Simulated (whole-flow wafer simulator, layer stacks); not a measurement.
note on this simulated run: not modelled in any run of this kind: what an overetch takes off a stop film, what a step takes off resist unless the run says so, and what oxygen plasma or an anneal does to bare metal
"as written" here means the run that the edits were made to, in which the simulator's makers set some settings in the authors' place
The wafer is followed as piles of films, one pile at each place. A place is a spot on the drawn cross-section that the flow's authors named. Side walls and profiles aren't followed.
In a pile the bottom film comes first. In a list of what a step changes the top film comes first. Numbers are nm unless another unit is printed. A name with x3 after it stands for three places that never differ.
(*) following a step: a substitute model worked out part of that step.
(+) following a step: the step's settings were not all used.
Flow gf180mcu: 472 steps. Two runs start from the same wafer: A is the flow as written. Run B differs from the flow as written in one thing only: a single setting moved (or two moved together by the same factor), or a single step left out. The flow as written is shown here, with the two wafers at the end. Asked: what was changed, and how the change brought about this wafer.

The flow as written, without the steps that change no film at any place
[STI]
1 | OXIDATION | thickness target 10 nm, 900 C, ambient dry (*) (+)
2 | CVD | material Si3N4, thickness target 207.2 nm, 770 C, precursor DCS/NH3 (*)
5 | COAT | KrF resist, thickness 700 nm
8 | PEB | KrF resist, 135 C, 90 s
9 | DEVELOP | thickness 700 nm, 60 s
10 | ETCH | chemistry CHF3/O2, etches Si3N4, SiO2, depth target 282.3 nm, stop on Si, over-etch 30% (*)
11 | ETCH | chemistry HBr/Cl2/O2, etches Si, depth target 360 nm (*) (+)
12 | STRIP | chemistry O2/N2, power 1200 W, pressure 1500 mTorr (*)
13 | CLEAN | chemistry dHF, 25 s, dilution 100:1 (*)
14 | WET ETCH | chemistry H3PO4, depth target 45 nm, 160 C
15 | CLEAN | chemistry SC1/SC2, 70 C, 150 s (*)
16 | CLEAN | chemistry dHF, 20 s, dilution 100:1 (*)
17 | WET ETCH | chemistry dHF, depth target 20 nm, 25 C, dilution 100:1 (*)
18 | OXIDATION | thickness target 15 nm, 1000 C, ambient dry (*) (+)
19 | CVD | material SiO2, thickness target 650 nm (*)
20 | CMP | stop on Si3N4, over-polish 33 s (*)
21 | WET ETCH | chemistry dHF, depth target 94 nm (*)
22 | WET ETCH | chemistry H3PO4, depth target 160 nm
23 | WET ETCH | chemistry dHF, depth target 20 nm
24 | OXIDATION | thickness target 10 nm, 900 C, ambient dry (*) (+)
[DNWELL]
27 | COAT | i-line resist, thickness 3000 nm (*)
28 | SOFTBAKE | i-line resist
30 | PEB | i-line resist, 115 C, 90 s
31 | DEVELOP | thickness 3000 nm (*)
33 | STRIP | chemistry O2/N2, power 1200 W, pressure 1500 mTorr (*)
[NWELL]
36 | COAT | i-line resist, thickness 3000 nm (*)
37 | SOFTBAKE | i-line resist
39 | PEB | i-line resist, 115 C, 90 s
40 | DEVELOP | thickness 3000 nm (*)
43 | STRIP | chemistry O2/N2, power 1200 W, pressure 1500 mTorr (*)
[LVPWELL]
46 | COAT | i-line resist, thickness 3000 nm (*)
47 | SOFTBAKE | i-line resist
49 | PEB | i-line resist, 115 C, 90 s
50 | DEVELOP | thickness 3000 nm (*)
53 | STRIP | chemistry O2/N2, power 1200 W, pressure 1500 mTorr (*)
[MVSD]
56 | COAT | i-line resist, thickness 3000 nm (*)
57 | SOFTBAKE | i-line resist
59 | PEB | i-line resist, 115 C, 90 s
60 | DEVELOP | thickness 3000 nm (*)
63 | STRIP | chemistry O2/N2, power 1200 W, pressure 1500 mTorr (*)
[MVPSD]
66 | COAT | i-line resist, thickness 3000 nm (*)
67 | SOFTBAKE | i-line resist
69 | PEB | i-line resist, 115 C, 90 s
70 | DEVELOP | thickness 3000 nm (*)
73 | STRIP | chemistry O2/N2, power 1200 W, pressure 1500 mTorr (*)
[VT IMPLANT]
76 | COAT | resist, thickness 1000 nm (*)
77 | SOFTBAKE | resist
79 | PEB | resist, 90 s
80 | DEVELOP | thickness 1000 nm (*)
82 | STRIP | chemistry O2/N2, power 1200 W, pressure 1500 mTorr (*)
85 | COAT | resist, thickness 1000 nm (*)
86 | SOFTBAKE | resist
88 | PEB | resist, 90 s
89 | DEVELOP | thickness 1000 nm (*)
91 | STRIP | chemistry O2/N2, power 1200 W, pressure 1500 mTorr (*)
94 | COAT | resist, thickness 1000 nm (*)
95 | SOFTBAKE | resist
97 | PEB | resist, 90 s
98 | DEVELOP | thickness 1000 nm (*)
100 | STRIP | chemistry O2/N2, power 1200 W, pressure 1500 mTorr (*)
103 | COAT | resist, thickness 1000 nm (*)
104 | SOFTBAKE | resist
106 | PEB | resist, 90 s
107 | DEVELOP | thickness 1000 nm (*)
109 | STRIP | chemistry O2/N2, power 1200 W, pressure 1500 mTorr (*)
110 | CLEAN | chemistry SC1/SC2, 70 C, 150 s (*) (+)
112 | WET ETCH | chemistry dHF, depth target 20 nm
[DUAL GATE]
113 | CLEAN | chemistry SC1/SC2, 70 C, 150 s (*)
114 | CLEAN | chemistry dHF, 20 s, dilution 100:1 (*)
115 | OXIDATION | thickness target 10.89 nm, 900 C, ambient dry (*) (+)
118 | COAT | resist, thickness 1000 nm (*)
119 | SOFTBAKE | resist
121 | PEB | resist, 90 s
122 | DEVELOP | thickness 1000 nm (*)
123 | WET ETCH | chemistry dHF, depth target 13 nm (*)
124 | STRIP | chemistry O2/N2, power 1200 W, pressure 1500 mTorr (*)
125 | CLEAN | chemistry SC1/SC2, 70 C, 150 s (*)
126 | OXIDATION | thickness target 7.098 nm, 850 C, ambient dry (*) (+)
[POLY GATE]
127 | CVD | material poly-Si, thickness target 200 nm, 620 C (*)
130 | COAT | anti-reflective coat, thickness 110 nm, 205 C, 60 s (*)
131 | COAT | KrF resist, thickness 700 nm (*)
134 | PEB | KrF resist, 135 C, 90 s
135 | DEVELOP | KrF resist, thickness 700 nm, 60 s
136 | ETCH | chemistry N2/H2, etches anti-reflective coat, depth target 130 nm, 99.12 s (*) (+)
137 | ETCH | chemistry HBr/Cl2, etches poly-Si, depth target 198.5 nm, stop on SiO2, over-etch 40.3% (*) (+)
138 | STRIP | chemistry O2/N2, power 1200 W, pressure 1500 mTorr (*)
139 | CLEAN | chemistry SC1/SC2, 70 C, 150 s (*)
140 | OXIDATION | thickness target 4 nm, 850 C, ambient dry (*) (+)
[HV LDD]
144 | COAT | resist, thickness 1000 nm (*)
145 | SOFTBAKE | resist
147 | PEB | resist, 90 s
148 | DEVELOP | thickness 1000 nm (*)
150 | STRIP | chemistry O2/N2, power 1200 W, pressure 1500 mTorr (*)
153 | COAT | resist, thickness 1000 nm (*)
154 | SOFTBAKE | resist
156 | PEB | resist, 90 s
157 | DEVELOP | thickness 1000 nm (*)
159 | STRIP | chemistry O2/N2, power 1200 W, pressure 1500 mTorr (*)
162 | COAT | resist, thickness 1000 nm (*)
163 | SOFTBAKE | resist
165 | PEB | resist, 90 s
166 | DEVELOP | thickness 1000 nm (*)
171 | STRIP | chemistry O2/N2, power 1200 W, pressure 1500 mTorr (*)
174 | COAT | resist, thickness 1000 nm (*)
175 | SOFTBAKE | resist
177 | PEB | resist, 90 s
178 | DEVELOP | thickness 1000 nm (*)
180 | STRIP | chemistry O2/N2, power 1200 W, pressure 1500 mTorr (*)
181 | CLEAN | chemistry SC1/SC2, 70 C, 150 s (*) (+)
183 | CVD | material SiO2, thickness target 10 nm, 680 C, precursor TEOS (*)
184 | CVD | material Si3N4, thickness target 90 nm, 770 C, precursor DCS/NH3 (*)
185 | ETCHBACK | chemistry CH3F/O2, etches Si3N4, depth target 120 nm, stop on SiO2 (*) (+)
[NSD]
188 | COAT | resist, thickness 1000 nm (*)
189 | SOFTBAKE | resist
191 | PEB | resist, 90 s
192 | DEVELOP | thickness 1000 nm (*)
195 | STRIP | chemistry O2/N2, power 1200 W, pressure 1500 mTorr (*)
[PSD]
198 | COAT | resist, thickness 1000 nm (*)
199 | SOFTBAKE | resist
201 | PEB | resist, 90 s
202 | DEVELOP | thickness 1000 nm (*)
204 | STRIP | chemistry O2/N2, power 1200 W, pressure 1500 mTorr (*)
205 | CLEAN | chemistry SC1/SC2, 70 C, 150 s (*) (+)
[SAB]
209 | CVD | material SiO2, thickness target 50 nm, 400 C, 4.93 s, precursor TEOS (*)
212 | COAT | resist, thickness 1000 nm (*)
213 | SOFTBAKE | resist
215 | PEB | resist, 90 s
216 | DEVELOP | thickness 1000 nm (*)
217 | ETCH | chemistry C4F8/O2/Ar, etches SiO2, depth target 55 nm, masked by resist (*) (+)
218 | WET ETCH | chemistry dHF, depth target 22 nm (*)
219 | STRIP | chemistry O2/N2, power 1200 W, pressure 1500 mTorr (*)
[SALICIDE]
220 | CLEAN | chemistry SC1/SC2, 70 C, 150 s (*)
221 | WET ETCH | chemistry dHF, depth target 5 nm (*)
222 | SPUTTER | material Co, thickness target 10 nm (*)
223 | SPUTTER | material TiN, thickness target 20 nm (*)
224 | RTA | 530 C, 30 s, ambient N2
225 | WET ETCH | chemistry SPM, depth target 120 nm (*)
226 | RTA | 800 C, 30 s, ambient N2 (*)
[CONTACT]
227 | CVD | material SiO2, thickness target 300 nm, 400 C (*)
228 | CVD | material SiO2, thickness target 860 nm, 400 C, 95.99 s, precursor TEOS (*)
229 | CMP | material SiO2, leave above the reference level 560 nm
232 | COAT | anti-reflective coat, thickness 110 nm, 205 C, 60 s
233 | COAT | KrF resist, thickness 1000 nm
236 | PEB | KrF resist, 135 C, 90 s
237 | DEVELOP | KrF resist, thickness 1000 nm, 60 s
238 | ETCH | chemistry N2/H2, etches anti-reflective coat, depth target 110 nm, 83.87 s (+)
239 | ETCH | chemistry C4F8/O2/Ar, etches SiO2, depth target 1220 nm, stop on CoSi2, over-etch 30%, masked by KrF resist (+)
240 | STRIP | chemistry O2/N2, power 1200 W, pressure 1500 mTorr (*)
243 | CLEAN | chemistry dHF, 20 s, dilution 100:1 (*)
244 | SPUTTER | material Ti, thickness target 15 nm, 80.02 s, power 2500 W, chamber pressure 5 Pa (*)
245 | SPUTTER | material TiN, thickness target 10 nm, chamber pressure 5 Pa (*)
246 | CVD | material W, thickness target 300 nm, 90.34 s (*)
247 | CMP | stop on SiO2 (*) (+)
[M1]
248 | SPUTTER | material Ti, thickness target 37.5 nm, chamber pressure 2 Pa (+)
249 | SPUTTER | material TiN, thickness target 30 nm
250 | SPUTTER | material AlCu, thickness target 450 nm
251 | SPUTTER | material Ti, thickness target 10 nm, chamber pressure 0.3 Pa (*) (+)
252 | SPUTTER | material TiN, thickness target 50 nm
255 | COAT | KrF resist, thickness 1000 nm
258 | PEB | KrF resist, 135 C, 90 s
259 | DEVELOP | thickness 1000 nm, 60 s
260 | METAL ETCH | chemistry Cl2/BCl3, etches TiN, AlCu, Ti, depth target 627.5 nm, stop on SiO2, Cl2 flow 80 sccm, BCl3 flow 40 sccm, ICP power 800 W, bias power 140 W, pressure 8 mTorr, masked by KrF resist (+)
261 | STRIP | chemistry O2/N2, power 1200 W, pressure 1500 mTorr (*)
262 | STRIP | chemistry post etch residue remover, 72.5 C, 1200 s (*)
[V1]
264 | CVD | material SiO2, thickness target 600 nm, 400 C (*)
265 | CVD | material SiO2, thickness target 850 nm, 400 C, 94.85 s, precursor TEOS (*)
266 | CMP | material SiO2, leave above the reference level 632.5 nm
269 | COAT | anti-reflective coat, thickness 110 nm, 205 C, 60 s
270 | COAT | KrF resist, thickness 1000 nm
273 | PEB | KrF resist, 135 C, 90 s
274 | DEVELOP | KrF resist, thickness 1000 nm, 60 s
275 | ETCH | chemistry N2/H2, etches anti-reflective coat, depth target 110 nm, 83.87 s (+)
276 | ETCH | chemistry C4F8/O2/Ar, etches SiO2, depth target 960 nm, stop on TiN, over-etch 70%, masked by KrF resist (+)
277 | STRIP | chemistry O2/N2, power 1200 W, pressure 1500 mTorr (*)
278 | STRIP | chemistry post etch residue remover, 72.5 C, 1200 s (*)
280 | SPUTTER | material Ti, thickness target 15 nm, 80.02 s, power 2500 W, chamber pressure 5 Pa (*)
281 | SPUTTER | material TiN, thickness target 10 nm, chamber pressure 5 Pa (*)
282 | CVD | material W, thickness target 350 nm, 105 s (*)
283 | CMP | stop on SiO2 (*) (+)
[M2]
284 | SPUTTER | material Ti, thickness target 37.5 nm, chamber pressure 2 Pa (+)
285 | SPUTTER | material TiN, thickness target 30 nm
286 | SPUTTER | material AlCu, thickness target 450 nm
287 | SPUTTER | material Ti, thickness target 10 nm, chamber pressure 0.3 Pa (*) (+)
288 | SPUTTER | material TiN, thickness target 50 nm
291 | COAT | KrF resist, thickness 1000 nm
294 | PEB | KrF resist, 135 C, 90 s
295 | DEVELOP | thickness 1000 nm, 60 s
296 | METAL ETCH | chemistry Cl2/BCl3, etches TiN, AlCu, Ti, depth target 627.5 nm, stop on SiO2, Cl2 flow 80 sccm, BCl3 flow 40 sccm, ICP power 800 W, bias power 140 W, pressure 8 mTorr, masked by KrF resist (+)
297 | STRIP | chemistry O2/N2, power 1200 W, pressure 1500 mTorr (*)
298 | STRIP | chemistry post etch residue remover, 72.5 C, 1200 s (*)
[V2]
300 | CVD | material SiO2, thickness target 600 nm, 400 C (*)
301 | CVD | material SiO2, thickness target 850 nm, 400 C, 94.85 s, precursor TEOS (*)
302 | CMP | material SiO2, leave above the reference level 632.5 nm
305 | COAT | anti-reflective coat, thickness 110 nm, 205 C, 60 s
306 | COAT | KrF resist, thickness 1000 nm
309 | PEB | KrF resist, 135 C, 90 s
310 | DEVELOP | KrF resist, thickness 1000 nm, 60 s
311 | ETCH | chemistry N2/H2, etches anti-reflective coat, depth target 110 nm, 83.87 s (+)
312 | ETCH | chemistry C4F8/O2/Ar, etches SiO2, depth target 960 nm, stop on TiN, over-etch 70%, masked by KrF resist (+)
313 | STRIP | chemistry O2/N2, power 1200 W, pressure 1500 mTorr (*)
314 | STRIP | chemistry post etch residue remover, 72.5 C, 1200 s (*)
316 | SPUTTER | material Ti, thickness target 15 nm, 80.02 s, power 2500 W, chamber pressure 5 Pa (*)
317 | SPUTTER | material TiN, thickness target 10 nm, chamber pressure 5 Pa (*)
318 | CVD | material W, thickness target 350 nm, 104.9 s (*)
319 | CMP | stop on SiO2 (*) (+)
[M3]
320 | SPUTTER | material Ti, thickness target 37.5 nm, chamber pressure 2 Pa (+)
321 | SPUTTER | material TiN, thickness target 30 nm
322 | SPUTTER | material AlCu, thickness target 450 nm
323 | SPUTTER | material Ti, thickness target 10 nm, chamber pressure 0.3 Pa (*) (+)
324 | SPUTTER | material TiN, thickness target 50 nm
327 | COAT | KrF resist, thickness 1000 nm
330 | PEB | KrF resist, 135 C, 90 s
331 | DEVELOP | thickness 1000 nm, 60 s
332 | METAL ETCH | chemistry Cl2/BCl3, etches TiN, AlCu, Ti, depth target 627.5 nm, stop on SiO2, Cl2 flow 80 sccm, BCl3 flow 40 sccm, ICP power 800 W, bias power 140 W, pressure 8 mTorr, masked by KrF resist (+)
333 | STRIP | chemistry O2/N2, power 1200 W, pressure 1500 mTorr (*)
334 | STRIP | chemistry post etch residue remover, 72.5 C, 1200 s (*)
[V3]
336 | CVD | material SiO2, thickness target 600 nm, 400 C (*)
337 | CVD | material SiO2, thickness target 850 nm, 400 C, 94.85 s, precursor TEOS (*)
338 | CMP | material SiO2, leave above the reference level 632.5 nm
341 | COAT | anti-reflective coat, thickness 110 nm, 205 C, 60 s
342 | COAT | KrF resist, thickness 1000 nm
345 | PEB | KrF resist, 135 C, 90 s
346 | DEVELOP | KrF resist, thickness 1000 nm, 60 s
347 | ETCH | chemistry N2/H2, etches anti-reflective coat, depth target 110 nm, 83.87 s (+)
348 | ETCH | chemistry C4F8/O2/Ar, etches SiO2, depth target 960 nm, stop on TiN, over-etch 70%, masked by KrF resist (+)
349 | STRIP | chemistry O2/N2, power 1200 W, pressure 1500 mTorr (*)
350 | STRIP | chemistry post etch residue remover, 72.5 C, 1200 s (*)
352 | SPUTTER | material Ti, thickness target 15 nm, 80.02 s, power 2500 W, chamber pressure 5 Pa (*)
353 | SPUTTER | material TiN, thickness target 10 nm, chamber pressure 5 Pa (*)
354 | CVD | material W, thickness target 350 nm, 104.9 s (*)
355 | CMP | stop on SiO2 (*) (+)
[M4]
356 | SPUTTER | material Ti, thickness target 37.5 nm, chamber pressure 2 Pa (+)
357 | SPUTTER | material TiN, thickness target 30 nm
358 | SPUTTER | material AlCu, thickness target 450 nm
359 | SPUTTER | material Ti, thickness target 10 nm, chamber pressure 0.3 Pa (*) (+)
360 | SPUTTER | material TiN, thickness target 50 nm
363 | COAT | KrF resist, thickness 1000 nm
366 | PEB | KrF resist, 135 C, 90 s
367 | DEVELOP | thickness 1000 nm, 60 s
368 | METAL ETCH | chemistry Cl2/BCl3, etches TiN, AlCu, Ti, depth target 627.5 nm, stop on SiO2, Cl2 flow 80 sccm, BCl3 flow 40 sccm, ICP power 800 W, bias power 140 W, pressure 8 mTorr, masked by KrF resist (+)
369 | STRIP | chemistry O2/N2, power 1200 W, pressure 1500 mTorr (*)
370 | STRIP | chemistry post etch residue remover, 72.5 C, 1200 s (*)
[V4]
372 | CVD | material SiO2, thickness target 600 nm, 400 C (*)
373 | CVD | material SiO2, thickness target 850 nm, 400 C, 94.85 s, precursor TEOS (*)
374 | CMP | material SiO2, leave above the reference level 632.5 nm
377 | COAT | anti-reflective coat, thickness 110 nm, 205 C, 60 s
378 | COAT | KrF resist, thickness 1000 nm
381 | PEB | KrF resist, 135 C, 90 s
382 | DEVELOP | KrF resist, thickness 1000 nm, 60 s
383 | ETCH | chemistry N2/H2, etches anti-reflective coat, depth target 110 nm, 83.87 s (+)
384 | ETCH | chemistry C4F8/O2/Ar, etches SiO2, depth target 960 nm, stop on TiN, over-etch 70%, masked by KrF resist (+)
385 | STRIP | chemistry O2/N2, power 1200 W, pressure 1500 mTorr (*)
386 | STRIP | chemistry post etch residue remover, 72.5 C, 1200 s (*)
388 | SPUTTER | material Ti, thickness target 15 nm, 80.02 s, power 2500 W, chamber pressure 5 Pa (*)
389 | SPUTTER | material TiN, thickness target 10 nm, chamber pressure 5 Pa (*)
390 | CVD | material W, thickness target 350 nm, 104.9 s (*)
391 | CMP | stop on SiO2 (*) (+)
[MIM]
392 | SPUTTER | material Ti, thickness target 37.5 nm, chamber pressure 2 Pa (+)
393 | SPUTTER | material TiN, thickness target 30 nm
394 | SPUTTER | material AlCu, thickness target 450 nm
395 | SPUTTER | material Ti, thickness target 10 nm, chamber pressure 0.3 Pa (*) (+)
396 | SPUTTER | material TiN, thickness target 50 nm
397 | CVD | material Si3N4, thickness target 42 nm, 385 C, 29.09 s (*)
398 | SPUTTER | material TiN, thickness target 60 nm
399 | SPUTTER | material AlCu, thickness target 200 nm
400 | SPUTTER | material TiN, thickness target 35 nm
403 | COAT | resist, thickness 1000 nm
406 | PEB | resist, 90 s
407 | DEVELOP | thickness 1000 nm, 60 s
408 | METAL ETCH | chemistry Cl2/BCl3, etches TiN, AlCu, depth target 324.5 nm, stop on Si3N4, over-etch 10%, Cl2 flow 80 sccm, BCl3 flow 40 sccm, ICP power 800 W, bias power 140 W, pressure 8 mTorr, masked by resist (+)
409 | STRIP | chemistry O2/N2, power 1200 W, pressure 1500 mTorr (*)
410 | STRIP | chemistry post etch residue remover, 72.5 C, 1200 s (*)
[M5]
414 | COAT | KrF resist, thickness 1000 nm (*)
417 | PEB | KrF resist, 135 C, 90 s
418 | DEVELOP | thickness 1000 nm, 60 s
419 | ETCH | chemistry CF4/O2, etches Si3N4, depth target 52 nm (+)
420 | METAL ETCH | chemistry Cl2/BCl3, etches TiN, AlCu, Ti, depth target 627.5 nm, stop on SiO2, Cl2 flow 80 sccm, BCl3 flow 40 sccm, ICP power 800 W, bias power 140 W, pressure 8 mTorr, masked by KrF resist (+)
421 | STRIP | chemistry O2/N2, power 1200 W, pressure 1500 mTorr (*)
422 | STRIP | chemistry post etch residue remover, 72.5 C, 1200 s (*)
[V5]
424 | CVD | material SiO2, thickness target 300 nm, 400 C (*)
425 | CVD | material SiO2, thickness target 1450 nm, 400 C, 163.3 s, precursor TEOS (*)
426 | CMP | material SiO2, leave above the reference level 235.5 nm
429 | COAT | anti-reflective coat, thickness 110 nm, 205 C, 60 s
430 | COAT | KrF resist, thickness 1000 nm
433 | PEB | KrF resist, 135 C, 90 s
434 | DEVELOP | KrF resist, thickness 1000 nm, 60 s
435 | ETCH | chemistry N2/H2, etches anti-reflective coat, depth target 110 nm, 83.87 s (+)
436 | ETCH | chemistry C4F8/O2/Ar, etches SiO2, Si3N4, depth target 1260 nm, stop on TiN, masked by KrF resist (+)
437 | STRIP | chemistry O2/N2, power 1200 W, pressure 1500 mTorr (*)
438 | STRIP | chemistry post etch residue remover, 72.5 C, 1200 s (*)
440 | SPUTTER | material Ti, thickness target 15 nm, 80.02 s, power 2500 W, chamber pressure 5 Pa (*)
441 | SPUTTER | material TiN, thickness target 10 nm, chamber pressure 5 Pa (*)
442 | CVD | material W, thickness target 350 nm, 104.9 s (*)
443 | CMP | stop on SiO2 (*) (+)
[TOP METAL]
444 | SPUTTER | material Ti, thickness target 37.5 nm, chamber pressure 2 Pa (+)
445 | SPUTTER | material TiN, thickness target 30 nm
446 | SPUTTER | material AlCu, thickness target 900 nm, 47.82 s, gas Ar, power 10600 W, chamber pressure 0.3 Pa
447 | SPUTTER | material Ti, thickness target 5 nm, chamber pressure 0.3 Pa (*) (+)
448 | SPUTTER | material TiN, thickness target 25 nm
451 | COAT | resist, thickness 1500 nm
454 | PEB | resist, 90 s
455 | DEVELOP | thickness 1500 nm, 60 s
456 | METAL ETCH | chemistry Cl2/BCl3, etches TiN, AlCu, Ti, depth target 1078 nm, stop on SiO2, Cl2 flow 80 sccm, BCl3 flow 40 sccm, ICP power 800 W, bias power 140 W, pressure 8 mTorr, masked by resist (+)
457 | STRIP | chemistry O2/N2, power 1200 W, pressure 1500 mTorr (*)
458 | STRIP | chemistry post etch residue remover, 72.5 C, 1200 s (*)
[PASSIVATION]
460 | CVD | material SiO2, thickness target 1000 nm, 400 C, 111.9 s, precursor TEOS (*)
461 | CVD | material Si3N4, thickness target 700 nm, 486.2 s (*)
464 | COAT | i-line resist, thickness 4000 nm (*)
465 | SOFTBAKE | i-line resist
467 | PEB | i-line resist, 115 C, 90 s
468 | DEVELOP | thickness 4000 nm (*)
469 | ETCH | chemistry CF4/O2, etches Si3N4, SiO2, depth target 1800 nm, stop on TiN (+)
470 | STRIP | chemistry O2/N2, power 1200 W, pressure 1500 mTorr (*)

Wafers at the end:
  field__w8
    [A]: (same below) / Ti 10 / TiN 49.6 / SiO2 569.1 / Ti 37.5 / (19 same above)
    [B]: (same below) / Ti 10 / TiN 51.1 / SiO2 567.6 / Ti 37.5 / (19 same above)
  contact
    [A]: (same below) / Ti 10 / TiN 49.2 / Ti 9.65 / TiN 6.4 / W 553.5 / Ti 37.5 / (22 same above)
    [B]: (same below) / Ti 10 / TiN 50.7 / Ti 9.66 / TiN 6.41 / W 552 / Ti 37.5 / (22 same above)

What caused this: step 324, SPUTTER: thickness target 51.5 nm was run, though the flow has thickness target 50 nm.

The path from the change to this, step by step:
  324 | SPUTTER | material TiN, thickness target 50 nm
      field, field__w1, field__w2 and 108 more: A TiN gains 50 (new film) | B TiN gains 51.5 (new film)
  332 | METAL ETCH | chemistry Cl2/BCl3, etches TiN, AlCu, Ti, depth target 627.5 nm, stop on SiO2, Cl2 flow 80 sccm, BCl3 flow 40 sccm, ICP power 800 W, bias power 140 W, pressure 8 mTorr, masked by KrF resist (+)
      field, field__w1, field__w2 and 103 more: A TiN loses 50 (all of it), Ti loses 10 (all of it), AlCu loses 450 (all of it), TiN loses 30 (all of it), Ti loses 37.5 (all of it) | B TiN loses 51.5 (all of it), Ti loses 10 (all of it), AlCu loses 450 (all of it), TiN loses 30 (all of it), Ti loses 37.5 (all of it)
